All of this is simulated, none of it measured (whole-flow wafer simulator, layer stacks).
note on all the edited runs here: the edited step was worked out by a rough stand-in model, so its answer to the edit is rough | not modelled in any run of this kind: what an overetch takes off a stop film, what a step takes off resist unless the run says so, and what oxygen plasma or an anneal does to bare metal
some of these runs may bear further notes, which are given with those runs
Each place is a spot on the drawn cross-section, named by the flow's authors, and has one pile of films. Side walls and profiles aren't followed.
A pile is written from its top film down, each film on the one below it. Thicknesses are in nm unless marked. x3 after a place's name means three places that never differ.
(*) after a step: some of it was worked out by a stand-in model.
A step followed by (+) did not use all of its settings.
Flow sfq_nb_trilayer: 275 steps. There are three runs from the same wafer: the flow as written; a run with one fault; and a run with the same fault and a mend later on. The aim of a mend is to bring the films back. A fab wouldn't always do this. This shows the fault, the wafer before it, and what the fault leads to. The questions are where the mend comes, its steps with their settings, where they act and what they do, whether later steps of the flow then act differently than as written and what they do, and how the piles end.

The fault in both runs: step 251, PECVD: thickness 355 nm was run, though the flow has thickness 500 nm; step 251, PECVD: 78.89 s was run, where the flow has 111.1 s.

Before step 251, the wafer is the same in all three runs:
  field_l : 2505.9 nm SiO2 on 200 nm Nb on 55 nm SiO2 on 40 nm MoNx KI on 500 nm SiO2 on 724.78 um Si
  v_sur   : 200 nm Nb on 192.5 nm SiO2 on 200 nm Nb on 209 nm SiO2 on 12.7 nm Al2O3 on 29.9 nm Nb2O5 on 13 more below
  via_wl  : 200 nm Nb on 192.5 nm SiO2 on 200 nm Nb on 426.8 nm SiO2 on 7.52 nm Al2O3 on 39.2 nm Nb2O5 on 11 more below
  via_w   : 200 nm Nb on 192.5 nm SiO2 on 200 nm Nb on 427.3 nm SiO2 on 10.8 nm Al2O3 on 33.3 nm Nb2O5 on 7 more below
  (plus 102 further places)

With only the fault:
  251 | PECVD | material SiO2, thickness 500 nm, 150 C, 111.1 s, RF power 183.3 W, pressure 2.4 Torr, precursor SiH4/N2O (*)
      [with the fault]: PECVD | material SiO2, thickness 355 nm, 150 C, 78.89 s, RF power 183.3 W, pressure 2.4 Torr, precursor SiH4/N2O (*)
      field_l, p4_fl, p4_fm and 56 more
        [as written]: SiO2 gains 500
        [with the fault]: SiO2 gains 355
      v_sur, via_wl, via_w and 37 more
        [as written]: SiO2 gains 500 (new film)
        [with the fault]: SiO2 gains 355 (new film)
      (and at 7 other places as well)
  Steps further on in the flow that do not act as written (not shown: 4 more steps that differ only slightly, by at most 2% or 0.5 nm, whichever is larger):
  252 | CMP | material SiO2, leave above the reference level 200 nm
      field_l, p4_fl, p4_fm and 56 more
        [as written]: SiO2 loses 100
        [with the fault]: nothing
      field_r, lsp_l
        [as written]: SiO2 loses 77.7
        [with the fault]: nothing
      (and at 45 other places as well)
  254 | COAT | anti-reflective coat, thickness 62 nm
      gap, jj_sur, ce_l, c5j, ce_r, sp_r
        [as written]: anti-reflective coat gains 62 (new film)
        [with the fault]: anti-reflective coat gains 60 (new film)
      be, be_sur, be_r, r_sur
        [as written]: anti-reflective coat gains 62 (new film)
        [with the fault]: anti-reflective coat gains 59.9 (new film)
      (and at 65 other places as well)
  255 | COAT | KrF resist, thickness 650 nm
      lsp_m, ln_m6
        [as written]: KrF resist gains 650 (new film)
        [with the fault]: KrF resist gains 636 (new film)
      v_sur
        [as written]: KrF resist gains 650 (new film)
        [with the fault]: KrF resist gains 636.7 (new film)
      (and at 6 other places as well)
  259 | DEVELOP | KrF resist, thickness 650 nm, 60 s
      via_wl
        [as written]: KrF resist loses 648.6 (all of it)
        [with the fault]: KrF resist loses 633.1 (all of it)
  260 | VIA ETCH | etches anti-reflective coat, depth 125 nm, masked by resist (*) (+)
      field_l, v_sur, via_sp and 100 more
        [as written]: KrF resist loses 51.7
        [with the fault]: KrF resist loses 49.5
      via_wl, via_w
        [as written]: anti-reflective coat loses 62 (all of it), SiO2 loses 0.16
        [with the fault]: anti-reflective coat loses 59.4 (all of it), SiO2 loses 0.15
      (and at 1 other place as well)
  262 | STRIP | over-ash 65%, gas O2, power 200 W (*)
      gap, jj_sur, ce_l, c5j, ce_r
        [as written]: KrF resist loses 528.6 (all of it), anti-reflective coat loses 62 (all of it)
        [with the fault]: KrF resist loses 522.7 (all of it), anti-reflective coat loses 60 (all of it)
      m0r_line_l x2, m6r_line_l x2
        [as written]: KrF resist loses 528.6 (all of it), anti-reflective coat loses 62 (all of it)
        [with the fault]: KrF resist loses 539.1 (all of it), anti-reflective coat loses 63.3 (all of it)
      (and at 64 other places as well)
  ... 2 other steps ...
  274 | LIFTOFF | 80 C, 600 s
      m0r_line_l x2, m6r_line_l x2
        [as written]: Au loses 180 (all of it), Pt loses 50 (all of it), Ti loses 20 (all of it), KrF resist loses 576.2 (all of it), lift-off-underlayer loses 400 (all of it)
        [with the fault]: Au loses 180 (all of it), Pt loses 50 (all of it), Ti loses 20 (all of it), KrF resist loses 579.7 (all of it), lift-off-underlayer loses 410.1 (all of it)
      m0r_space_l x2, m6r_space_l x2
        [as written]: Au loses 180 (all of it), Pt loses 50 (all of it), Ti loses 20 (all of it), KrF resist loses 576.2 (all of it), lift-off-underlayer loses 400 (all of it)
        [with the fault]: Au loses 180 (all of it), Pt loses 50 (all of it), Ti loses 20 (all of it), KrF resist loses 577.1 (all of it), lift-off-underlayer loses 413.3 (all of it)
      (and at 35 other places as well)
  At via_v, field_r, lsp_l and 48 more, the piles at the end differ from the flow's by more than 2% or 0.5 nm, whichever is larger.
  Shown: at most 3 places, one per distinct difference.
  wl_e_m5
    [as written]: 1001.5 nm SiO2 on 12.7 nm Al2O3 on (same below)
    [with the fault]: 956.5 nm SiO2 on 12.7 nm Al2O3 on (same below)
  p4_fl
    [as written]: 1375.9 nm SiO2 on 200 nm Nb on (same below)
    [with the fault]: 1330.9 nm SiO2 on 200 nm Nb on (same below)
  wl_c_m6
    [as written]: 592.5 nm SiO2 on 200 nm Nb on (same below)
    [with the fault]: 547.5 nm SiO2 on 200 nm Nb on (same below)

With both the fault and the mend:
  After step 251 comes the mend.
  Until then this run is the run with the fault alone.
  251a | PECVD | material SiO2, thickness 145 nm, 150 C, 32.22 s, RF power 183.3 W, pressure 2.4 Torr, precursor SiH4/N2O (*) (the flow's step 251, run once more with other settings)
      field_l, v_sur, via_wl and 98 more
        SiO2 gains 145
      field_r, lsp_l
        SiO2 gains 139.3
      l0_sur, l0v
        SiO2 gains 141.8
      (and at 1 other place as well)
  Steps further on in the flow that do not act as written:
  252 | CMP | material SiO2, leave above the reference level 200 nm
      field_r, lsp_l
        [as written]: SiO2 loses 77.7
        [with the mend]: SiO2 loses 79.7
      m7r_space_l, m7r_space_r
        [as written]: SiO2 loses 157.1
        [with the mend]: SiO2 loses 100
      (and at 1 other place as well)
  The piles end the same as the flow's at every place that both follow.
